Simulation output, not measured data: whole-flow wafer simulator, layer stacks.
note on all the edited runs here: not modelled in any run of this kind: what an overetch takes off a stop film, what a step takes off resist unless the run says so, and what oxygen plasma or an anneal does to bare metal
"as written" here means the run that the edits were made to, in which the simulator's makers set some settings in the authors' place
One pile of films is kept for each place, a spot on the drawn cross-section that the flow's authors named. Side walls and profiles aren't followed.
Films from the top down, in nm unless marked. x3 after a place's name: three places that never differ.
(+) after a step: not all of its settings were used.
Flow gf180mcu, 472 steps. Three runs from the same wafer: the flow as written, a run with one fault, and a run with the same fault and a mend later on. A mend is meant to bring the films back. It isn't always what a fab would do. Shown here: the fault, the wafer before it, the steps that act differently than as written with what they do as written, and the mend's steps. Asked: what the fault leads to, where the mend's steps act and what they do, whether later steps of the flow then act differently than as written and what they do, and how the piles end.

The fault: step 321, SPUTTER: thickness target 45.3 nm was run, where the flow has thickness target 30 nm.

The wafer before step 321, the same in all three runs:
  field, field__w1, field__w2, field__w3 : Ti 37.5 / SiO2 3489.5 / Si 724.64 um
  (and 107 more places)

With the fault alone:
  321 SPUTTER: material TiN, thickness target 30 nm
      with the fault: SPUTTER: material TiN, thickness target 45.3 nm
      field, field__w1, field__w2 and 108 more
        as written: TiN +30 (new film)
        with the fault: TiN +45.3 (new film)
  Later steps of the flow that act differently than as written:
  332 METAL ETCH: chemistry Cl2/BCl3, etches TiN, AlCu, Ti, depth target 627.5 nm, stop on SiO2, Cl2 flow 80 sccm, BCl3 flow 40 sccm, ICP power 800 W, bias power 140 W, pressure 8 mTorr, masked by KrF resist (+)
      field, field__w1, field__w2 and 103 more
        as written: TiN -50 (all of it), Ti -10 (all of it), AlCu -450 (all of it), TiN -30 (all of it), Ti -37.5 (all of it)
        with the fault: TiN -50 (all of it), Ti -10 (all of it), AlCu -450 (all of it), TiN -45.3 (all of it), Ti -37.5 (all of it)
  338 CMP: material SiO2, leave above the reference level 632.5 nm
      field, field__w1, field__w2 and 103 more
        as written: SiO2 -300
        with the fault: SiO2 -284.7
  At the end the piles differ from the flow's by more than 2% or 0.5 nm, whichever is larger, at field__w8, contact, m1, m1__w1, m1_nw.
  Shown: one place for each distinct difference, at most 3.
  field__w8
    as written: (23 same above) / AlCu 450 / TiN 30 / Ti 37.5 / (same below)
    with the fault: (23 same above) / AlCu 450 / TiN 45.3 / Ti 37.5 / (same below)
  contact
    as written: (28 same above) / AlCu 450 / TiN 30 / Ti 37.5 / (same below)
    with the fault: (28 same above) / AlCu 450 / TiN 45.3 / Ti 37.5 / (same below)

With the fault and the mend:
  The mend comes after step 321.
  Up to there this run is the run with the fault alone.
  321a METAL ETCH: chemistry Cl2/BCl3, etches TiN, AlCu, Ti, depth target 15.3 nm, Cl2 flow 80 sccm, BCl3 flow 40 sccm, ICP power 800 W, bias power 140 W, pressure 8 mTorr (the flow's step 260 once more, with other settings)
      field, field__w1, field__w2 and 108 more
        TiN -15.3
  No later step of the flow acts differently than as written at any place that is followed.
  At the end the piles are the same as the flow's at every place that both follow.
